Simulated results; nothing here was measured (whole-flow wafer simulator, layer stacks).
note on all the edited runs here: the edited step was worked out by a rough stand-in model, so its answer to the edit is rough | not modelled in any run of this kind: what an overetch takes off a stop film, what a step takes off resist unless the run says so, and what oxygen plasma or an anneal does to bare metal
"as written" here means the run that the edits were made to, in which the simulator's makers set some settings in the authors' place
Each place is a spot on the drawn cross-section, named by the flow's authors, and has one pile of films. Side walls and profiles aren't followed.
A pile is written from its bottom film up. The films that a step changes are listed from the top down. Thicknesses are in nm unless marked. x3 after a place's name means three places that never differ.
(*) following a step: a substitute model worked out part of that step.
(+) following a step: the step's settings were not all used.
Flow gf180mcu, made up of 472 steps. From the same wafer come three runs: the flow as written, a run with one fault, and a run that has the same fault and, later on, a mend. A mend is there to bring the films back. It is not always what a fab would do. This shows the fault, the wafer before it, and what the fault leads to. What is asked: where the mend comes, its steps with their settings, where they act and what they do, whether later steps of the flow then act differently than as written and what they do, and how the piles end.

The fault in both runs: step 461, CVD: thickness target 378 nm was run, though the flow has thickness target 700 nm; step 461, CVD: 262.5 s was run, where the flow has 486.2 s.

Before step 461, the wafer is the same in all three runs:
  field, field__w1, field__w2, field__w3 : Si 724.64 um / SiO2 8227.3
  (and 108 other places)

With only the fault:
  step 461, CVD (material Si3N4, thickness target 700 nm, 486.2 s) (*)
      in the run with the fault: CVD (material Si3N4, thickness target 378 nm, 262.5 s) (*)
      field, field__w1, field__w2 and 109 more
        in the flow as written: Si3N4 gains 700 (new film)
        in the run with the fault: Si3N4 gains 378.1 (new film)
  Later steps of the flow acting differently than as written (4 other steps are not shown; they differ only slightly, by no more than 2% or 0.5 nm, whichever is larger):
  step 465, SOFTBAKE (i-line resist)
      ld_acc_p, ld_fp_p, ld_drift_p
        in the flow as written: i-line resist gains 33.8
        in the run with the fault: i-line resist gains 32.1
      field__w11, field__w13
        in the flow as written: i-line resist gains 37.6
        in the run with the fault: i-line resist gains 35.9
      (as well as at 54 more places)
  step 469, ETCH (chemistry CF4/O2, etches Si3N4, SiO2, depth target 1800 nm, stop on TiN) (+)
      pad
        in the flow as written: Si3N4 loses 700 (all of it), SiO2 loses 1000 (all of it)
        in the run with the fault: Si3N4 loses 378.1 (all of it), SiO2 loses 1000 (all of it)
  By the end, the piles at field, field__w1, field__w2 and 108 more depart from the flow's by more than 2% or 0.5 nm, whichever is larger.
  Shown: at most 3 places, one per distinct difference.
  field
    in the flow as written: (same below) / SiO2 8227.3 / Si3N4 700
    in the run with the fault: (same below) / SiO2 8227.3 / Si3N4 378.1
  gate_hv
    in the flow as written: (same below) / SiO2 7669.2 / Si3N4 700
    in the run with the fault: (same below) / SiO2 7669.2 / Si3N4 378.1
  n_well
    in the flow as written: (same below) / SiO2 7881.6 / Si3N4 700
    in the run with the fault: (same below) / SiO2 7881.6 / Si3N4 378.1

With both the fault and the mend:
  After step 461 comes the mend.
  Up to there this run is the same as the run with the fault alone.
  step 461a, CVD (material Si3N4, thickness target 322 nm, 223.6 s) (*) (the flow's step 461 again, with other settings)
      field, field__w1, field__w2 and 109 more
        Si3N4 gains 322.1
  Later steps of the flow that are run all act as written at every place that is followed, up to a difference of at most 2% or 0.5 nm, whichever is larger.
  The piles end only slightly different from the flow's at the places that both follow, by no more than 2% or 0.5 nm, whichever is larger.
